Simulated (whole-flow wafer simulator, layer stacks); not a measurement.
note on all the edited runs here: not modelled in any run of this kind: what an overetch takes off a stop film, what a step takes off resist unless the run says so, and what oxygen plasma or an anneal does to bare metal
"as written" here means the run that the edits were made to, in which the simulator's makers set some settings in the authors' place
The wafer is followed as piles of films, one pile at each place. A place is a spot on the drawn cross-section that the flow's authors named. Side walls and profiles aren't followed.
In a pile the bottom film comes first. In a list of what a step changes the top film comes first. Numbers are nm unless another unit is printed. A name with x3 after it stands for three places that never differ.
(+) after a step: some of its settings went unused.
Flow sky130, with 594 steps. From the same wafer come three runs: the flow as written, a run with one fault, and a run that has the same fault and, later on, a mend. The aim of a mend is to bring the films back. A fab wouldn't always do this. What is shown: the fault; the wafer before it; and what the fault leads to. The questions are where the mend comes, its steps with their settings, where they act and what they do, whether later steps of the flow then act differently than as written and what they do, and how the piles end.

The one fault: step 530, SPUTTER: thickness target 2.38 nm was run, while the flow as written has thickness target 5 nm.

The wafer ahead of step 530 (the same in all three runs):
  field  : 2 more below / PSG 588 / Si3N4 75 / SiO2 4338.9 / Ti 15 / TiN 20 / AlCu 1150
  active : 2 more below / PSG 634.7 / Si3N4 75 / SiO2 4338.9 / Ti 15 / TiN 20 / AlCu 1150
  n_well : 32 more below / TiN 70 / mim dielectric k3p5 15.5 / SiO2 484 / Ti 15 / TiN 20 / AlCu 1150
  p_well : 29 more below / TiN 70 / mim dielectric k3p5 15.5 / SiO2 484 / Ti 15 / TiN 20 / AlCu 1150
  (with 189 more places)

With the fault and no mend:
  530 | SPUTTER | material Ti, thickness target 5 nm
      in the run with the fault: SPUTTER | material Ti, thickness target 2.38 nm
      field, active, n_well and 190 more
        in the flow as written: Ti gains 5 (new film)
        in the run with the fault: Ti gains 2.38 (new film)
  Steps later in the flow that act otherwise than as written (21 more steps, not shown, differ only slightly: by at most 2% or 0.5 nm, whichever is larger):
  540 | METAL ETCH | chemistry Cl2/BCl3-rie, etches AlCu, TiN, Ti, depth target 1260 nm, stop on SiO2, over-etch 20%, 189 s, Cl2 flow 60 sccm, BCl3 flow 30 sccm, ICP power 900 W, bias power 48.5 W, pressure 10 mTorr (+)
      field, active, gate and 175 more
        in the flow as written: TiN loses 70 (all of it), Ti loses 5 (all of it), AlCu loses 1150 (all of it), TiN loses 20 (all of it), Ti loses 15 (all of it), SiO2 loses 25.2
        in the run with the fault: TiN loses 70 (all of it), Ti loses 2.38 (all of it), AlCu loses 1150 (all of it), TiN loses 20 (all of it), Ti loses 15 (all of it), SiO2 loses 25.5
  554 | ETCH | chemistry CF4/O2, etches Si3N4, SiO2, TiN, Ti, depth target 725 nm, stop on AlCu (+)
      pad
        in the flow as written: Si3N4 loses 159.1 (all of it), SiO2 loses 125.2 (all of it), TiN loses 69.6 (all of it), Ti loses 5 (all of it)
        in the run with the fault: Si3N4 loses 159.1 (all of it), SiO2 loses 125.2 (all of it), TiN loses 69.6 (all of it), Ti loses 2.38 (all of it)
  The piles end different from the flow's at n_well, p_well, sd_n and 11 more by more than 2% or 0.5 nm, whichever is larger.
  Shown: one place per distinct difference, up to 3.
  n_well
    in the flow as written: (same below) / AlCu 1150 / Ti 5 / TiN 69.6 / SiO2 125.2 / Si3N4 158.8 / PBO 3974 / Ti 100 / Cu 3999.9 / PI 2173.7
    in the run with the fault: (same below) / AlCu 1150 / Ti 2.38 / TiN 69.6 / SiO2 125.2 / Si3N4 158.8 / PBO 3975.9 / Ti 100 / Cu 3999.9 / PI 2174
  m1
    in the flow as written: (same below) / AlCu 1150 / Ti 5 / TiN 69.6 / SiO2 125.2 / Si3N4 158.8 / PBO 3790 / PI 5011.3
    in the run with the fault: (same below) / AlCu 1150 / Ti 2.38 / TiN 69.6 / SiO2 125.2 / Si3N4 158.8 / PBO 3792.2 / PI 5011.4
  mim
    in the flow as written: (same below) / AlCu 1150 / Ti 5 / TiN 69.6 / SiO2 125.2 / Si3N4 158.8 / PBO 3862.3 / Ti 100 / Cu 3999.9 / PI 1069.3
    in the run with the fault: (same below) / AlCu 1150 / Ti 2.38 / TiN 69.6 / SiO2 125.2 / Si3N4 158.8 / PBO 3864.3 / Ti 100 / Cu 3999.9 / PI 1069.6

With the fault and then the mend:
  The mend stands after step 530.
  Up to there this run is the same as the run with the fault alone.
  530a | SPUTTER | material Ti, thickness target 2.62 nm (a further turn of the flow's step 530, with different settings)
      field, active, n_well and 190 more
        Ti gains 2.62
  None of the later steps of the flow acts differently than as written at any place that is followed.
  At every place that both follow, the piles at the end match the flow's.
